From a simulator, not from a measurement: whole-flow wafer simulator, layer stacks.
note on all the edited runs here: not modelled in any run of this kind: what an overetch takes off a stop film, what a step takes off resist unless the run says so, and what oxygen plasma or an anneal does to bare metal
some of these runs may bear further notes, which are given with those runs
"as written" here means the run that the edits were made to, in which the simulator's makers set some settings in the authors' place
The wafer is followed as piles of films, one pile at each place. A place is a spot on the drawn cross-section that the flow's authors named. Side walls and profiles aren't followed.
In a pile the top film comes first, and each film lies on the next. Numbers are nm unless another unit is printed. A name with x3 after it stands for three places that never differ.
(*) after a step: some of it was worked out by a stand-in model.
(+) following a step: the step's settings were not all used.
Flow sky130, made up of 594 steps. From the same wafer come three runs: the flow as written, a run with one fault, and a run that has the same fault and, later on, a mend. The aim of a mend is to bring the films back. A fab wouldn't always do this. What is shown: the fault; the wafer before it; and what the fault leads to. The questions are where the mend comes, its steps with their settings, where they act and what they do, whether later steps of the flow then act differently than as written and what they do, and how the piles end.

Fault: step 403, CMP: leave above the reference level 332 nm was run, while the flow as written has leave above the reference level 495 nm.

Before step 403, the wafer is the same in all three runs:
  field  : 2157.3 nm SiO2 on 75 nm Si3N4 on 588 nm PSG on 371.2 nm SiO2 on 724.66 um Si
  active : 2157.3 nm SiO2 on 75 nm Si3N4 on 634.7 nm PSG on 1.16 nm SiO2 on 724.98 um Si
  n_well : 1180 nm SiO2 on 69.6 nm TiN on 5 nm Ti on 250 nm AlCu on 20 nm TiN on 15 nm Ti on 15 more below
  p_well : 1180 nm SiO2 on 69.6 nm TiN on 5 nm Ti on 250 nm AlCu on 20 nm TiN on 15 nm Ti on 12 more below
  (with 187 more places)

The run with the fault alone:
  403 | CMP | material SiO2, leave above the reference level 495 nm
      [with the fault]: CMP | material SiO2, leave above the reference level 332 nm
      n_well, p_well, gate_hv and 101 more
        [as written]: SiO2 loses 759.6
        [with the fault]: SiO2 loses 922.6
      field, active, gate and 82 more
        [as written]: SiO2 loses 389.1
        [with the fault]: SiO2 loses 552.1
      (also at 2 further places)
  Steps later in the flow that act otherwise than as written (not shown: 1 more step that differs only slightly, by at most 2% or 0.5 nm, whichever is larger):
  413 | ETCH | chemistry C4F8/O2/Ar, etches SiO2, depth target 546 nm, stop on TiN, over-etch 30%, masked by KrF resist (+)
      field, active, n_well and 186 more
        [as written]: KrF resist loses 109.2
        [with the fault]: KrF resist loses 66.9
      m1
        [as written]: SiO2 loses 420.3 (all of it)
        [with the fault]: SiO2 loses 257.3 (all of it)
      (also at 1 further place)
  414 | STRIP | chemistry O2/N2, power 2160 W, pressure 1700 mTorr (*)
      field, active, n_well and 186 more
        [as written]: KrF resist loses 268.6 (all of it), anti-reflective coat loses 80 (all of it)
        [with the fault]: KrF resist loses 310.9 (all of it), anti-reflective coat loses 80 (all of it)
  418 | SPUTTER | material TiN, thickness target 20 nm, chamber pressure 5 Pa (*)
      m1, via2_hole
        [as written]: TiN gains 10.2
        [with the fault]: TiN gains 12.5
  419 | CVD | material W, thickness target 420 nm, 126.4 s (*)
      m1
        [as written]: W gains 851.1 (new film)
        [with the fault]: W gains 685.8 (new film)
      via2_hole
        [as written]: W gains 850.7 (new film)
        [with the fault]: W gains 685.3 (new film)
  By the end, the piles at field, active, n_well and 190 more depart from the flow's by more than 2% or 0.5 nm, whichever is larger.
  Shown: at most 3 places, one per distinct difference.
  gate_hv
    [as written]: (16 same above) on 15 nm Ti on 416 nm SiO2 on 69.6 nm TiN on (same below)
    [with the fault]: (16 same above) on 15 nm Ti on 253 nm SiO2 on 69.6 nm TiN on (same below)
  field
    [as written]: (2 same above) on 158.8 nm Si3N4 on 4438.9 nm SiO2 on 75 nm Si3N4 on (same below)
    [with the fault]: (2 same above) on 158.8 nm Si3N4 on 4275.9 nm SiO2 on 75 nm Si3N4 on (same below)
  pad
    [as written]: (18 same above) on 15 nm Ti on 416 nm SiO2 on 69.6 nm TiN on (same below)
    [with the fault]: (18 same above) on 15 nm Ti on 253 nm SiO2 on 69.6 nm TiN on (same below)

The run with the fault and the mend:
  The mend follows step 403.
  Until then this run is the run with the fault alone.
  403a | HDPCVD | thickness target 163 nm (*) (the flow's step 402 again, with other settings)
      field, active, n_well and 188 more
        SiO2 gains 163
  None of the later steps of the flow differs from how it acts as written, at any place that is followed, by more than 2% or 0.5 nm, whichever is larger.
  By the end, the piles equal the flow's at every place that both follow.
